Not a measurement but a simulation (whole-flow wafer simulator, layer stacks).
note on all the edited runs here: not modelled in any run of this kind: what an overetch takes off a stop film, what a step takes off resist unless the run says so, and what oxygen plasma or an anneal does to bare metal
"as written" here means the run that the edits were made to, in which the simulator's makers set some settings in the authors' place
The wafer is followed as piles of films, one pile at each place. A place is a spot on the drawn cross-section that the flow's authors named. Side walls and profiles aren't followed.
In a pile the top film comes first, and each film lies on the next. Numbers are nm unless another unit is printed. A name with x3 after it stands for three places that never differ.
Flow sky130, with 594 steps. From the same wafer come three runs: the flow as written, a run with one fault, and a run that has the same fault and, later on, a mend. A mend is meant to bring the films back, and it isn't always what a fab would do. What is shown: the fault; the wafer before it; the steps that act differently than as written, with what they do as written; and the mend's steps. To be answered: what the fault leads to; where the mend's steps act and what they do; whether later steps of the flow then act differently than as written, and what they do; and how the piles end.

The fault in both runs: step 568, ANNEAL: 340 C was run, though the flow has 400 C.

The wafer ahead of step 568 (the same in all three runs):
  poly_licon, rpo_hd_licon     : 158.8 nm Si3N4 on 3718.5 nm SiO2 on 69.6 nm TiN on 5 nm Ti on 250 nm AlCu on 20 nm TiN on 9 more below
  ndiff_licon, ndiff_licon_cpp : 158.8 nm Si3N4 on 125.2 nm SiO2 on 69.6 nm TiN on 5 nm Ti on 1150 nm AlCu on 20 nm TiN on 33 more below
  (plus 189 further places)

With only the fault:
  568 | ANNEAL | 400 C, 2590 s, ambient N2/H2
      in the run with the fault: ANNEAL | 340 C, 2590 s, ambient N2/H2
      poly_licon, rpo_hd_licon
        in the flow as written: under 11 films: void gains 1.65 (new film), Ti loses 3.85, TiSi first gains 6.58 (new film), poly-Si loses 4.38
        in the run with the fault: under 11 films: void gains 0.55 (new film), Ti loses 1.28, TiSi first gains 2.2 (new film), poly-Si loses 1.46
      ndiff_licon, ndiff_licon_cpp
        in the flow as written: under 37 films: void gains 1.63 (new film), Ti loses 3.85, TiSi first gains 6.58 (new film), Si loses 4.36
        in the run with the fault: under 37 films: void gains 0.54 (new film), Ti loses 1.28, TiSi first gains 2.2 (new film), Si loses 1.46
  Every later step of the flow that is run acts as written, at every place that is followed, to within 2% or 0.5 nm, whichever is larger.
  By the end, the piles at poly_licon, ndiff_licon, ndiff_licon_cpp, rpo_hd_licon depart from the flow's by more than 2% or 0.5 nm, whichever is larger.
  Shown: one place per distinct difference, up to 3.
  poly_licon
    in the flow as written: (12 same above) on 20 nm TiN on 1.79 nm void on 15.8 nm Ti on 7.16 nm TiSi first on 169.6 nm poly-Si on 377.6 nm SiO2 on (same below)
    in the run with the fault: (12 same above) on 20 nm TiN on 0.9 nm void on 17.9 nm Ti on 3.58 nm TiSi first on 172 nm poly-Si on 377.6 nm SiO2 on (same below)
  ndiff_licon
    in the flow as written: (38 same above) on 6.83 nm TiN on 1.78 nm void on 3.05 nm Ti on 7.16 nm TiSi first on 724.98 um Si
    in the run with the fault: (38 same above) on 6.83 nm TiN on 0.89 nm void on 5.15 nm Ti on 3.58 nm TiSi first on 724.98 um Si
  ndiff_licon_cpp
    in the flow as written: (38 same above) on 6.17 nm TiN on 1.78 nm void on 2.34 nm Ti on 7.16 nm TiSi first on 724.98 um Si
    in the run with the fault: (38 same above) on 6.17 nm TiN on 0.89 nm void on 4.44 nm Ti on 3.58 nm TiSi first on 724.98 um Si

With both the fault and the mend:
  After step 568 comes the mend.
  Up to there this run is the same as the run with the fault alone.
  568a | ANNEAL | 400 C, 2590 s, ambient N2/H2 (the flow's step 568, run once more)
      poly_licon, rpo_hd_licon
        under 11 films: void gains 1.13, Ti loses 2.65, TiSi first gains 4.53, poly-Si loses 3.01
      ndiff_licon, ndiff_licon_cpp
        under 37 films: void gains 1.12, Ti loses 2.65, TiSi first gains 4.53, Si loses 3
  Every later step of the flow that is run acts as written, at every place that is followed, to within 2% or 0.5 nm, whichever is larger.
  The piles end only slightly different from the flow's at the places that both follow, by no more than 2% or 0.5 nm, whichever is larger.
